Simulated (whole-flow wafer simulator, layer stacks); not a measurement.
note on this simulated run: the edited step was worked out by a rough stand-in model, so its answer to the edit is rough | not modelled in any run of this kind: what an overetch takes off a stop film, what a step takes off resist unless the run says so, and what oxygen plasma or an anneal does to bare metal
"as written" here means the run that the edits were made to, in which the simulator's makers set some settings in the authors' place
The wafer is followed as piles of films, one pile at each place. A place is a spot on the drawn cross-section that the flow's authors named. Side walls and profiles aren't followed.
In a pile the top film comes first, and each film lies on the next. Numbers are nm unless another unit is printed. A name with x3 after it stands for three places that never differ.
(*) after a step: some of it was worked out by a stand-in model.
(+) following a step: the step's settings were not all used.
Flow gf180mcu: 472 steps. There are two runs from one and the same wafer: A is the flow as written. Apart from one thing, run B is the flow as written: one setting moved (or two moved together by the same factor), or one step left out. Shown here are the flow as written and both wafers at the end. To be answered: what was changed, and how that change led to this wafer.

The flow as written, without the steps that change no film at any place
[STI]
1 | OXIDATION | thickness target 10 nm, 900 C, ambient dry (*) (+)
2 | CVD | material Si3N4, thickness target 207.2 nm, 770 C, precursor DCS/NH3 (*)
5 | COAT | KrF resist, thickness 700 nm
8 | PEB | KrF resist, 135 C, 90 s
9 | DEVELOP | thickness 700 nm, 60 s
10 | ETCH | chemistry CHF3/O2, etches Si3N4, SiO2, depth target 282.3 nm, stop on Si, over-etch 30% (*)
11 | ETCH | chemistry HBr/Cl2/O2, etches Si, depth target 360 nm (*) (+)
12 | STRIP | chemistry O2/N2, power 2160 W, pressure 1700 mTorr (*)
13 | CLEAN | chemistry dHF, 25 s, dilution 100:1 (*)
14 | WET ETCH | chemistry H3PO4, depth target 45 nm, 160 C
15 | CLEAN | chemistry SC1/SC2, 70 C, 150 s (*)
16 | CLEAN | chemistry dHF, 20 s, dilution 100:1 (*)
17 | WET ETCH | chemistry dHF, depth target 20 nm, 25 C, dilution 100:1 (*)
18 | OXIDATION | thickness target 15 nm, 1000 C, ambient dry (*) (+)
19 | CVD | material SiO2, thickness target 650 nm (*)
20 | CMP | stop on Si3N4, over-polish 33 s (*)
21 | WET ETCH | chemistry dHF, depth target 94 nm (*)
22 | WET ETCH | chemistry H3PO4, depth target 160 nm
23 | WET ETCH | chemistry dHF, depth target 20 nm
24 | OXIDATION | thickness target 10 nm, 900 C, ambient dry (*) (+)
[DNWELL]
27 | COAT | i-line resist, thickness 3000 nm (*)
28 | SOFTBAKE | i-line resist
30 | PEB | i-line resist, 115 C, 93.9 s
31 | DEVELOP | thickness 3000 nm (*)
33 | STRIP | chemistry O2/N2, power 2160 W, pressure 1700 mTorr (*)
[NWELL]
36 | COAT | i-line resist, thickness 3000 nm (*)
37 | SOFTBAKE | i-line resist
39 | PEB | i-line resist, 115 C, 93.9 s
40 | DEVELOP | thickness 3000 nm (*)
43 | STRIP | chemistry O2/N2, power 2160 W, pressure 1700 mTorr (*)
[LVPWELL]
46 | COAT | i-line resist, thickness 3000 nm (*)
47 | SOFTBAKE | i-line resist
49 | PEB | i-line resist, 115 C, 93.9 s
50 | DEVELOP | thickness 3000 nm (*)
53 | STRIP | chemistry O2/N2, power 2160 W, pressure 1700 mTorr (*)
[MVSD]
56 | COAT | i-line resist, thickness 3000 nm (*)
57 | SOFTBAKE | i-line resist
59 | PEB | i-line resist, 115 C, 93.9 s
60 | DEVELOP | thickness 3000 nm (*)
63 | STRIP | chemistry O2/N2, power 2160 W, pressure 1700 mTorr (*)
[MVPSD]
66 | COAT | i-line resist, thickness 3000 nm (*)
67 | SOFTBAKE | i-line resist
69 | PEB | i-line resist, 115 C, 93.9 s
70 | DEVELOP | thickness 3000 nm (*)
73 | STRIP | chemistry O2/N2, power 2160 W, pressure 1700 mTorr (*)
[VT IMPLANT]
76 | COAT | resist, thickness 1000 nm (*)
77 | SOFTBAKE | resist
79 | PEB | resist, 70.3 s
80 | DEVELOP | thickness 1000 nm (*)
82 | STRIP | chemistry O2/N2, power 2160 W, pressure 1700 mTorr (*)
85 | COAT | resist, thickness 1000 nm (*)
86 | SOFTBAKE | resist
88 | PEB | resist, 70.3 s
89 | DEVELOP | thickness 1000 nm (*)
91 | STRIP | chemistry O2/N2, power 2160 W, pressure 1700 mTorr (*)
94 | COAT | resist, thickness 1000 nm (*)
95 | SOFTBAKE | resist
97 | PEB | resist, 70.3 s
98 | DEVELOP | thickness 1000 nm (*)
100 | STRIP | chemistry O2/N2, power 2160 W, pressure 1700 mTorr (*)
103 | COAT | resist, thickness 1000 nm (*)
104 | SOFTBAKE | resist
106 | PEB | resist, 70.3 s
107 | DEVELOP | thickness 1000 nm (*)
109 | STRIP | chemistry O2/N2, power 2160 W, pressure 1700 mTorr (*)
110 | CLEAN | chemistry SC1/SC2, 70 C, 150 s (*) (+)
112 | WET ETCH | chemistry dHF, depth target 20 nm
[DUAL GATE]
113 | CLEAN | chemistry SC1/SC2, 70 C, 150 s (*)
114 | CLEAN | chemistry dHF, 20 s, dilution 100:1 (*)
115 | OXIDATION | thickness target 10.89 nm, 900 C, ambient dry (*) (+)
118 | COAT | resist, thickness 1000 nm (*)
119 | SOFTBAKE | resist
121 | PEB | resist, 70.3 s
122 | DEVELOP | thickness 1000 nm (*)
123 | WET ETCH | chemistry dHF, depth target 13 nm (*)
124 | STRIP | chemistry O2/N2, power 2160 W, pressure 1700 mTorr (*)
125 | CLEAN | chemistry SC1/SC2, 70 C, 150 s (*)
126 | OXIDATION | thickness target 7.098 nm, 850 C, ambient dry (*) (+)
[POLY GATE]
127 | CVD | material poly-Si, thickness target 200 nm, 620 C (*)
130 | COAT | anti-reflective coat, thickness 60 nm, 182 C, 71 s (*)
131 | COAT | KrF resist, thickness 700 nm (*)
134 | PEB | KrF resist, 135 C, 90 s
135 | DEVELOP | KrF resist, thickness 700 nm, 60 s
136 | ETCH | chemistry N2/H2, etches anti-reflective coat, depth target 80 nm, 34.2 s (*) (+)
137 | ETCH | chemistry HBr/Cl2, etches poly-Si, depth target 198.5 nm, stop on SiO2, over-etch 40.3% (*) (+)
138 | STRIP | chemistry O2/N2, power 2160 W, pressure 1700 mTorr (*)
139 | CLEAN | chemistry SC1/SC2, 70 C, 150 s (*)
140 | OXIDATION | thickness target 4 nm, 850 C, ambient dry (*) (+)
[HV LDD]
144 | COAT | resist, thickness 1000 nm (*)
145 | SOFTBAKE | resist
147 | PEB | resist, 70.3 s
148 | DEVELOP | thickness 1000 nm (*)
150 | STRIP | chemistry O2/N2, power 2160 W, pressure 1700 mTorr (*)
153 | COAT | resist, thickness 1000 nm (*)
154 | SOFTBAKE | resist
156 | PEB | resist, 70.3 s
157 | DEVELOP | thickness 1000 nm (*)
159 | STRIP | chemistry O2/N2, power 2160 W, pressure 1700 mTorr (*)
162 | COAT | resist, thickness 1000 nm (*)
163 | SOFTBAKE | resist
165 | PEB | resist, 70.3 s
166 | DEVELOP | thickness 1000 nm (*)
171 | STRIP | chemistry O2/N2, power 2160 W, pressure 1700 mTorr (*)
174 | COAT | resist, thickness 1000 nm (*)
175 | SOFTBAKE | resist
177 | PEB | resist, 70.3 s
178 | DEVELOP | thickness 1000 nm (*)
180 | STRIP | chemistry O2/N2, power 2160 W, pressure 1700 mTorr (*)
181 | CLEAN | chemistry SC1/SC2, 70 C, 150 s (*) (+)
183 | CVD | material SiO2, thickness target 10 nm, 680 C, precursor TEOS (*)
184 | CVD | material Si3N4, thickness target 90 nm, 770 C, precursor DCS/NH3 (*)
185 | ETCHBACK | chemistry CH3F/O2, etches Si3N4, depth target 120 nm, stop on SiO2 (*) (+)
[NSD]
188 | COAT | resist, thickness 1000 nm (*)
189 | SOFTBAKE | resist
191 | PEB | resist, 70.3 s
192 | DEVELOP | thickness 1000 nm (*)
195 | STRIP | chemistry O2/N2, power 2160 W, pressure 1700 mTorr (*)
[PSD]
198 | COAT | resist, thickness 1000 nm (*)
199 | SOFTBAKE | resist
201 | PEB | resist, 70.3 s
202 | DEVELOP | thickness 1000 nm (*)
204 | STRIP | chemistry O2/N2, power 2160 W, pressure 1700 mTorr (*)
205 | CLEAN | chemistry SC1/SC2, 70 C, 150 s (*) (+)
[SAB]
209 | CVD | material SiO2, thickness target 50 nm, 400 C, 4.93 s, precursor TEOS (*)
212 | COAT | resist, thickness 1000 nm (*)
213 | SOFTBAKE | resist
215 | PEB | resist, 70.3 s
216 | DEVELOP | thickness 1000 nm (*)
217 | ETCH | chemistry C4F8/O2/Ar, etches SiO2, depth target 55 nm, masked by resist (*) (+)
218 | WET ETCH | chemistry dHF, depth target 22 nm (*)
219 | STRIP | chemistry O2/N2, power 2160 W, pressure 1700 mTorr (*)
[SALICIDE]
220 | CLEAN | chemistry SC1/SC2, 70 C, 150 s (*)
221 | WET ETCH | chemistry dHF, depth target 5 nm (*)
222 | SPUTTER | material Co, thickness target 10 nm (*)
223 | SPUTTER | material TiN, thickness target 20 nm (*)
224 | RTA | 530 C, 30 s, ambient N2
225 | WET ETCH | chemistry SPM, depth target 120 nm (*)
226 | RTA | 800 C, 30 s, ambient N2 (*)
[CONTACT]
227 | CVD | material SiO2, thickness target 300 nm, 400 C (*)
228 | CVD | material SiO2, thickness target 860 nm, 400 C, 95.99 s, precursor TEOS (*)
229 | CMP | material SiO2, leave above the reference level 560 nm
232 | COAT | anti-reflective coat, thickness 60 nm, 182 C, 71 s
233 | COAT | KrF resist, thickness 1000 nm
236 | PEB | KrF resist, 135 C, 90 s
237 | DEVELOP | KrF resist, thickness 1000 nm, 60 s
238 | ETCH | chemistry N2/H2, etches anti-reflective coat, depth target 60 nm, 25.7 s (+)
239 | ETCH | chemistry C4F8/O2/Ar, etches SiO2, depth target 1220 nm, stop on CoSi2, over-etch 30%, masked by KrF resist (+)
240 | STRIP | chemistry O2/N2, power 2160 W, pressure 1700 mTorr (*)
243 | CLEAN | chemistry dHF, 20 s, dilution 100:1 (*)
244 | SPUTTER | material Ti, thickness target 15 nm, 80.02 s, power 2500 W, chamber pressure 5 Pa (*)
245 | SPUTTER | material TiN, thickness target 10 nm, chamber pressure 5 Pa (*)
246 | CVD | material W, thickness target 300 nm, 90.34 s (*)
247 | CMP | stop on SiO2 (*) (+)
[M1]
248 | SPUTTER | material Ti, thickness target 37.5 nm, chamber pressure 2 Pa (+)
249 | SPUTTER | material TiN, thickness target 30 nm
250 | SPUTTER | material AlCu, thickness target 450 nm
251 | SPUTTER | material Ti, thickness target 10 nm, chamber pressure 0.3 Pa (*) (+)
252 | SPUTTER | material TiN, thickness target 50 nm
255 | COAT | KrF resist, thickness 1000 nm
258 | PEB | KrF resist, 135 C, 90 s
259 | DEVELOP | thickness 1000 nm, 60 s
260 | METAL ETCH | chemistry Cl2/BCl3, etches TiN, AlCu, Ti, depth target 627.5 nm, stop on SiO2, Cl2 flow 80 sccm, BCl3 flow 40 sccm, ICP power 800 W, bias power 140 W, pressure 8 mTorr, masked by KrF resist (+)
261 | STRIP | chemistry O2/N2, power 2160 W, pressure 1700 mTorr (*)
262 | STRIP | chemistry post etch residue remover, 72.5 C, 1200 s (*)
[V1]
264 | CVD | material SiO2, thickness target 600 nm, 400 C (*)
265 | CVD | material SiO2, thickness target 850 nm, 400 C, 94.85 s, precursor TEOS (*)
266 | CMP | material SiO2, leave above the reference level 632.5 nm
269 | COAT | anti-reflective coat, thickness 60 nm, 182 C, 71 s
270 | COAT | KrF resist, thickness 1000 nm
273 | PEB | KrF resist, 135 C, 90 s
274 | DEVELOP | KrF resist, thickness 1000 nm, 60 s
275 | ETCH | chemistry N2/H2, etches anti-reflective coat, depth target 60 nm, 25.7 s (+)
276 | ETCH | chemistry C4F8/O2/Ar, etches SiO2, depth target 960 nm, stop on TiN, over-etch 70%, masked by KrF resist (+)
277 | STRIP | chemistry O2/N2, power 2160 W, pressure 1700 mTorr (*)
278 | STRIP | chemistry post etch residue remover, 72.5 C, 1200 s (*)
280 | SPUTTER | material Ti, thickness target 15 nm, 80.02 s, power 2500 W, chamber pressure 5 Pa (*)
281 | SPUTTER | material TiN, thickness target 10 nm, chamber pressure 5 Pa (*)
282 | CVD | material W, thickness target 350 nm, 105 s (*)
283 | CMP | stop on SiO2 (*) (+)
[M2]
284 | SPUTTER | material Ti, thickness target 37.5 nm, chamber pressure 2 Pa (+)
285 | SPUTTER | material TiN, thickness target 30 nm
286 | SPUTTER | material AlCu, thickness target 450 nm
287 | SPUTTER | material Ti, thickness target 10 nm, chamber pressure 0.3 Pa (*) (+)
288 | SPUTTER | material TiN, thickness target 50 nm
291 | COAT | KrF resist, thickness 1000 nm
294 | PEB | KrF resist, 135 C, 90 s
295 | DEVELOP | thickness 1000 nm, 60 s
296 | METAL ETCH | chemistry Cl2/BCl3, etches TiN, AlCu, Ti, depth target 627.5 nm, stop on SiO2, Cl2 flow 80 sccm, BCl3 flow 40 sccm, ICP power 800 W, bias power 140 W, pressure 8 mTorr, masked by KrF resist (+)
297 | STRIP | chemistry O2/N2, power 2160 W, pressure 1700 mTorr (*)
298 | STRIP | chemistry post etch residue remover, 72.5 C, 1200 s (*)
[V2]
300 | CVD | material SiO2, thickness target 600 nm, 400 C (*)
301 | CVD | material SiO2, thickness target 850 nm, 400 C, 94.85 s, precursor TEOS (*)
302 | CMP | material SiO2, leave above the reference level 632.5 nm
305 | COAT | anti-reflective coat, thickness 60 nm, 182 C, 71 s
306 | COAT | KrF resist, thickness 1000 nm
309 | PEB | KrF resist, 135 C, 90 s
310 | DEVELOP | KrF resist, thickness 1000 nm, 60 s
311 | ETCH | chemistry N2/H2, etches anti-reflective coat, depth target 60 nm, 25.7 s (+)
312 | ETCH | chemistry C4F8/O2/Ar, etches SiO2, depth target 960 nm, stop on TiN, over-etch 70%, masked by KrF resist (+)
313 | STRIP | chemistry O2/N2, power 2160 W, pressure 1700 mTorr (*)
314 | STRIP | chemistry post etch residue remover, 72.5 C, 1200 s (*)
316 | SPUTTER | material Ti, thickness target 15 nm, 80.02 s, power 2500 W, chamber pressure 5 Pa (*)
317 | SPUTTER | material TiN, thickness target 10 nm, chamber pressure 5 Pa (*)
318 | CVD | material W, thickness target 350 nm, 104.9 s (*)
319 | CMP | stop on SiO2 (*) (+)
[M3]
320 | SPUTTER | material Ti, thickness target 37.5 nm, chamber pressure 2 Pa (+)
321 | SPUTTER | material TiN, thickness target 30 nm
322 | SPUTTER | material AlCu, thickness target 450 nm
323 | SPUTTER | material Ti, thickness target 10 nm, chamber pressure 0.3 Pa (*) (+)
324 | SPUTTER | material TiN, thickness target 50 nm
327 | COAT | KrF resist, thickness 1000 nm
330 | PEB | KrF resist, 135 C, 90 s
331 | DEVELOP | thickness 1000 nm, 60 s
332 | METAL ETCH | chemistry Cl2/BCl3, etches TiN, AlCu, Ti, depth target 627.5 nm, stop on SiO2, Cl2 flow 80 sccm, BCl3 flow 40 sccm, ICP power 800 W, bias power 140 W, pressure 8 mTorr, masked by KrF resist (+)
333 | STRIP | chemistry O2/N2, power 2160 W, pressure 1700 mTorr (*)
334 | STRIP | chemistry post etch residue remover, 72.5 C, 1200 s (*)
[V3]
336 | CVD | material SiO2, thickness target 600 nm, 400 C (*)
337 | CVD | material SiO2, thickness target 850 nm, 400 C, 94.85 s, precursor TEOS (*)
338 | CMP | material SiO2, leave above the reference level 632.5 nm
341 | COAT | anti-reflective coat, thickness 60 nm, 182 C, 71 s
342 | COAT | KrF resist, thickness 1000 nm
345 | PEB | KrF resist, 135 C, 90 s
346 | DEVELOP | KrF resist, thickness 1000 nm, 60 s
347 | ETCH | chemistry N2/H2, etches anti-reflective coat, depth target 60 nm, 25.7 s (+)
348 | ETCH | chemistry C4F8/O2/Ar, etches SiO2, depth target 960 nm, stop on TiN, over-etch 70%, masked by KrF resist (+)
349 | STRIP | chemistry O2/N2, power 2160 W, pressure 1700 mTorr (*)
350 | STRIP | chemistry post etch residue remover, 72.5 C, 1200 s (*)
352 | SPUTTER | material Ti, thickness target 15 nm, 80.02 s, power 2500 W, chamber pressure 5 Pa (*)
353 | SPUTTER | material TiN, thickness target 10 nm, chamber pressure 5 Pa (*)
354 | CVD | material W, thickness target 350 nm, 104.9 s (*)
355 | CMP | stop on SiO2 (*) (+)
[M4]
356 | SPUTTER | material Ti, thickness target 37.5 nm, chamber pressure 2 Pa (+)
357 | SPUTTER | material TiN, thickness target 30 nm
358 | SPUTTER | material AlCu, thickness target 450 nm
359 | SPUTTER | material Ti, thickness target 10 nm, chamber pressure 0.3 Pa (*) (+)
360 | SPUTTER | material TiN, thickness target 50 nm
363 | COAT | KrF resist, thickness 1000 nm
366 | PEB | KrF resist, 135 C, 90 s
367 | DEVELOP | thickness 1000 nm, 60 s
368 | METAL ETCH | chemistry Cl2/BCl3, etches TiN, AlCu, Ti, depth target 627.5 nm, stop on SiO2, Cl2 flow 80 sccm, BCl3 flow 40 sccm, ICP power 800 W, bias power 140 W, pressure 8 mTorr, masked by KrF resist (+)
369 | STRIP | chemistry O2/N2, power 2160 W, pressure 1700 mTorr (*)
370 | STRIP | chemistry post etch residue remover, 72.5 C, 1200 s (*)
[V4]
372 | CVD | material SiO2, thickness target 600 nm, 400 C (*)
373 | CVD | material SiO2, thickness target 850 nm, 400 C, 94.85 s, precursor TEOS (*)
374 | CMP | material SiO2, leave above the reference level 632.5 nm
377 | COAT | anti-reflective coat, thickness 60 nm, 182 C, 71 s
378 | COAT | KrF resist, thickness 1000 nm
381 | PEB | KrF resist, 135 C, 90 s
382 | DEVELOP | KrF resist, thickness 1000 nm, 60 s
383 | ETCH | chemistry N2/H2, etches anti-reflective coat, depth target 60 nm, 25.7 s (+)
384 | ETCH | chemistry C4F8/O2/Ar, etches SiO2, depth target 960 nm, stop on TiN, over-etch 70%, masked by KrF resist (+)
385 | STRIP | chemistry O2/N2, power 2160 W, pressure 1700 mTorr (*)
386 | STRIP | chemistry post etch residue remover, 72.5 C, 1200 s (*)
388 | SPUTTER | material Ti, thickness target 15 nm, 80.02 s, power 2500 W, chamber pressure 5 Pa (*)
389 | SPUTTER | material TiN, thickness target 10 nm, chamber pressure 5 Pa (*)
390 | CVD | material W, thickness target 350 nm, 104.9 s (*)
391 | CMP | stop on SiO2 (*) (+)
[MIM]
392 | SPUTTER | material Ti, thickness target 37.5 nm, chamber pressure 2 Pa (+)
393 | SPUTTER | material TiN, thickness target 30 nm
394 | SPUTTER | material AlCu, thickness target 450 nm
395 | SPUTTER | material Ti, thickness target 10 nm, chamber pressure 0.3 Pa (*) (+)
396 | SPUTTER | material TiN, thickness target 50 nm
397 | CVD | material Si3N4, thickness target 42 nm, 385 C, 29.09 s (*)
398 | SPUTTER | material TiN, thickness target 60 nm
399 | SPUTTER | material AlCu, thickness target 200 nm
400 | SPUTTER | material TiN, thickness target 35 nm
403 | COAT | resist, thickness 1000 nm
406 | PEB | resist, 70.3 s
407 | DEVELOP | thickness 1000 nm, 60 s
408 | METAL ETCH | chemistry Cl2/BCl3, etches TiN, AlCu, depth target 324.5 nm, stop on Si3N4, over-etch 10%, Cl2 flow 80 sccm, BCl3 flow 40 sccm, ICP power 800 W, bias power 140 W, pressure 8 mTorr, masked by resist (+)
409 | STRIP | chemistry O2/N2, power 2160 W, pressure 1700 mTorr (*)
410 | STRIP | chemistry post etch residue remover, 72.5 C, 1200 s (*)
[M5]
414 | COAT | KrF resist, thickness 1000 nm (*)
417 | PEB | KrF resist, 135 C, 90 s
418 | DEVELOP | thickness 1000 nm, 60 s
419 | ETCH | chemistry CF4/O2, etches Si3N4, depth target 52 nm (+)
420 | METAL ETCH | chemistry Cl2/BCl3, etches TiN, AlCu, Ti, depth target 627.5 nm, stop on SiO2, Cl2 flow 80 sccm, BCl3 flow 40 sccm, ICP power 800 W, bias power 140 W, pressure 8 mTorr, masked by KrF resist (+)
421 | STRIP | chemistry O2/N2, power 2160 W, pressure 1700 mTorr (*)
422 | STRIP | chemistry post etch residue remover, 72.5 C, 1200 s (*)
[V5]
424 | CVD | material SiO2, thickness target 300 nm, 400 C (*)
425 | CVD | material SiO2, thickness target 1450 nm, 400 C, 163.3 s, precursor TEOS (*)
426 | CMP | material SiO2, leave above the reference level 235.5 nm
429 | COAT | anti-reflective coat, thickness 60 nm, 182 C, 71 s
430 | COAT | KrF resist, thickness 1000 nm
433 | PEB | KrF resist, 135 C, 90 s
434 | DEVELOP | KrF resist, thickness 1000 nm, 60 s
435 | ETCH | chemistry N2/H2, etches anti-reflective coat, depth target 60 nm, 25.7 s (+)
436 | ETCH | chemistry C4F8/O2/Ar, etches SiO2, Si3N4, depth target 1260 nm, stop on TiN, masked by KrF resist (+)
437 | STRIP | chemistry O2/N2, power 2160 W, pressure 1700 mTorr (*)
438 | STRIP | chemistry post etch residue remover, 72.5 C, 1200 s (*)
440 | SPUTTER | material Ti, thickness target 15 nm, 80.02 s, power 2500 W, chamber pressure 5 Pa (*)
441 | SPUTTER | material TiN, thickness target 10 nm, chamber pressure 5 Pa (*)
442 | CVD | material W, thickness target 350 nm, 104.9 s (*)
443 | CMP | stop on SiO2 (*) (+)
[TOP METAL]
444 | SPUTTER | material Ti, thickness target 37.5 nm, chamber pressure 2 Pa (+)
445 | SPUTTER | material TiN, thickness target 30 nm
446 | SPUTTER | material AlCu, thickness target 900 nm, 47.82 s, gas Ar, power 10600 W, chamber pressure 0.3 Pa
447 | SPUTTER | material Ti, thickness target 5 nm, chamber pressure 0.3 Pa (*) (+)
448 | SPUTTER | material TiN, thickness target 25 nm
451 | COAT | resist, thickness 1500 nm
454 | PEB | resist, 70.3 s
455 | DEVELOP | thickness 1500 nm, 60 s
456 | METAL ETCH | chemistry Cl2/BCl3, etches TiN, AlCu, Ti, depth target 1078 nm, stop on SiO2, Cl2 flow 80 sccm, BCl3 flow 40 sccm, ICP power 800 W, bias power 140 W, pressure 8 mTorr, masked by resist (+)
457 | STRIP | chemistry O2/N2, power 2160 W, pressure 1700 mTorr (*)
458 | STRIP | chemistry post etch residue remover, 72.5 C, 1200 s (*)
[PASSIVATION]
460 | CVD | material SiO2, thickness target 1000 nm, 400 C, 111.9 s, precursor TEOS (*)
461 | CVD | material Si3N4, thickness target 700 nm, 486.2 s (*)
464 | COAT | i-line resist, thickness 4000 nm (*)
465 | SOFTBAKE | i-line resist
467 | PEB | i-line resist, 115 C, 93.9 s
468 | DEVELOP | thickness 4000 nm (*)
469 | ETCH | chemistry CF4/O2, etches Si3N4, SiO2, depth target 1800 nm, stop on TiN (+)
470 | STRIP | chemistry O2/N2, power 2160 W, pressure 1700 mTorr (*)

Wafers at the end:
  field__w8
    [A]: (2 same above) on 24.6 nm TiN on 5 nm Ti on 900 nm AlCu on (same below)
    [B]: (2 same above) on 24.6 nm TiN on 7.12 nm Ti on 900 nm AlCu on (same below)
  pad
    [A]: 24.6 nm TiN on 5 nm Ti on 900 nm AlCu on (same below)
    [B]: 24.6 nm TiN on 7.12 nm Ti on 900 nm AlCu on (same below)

What caused this: step 447, SPUTTER: thickness target 7.12 nm was run, while the flow as written has thickness target 5 nm.
The wafer itself shows it: field__w8 has Ti 7.12, and step 447 as written asks for 5 nm.

How this came from the change, step by step:
  447 | SPUTTER | material Ti, thickness target 5 nm, chamber pressure 0.3 Pa (*) (+)
      field, field__w1, field__w2 and 109 more: A +5 Ti (new film) | B +7.12 Ti (new film)
  456 | METAL ETCH | chemistry Cl2/BCl3, etches TiN, AlCu, Ti, depth target 1078 nm, stop on SiO2, Cl2 flow 80 sccm, BCl3 flow 40 sccm, ICP power 800 W, bias power 140 W, pressure 8 mTorr, masked by resist (+)
      field, field__w1, field__w2 and 103 more: A -25 TiN (all of it), -5 Ti (all of it), -900 AlCu (all of it), -30 TiN (all of it), -37.5 Ti (all of it) | B -25 TiN (all of it), -7.12 Ti (all of it), -900 AlCu (all of it), -30 TiN (all of it), -37.5 Ti (all of it)
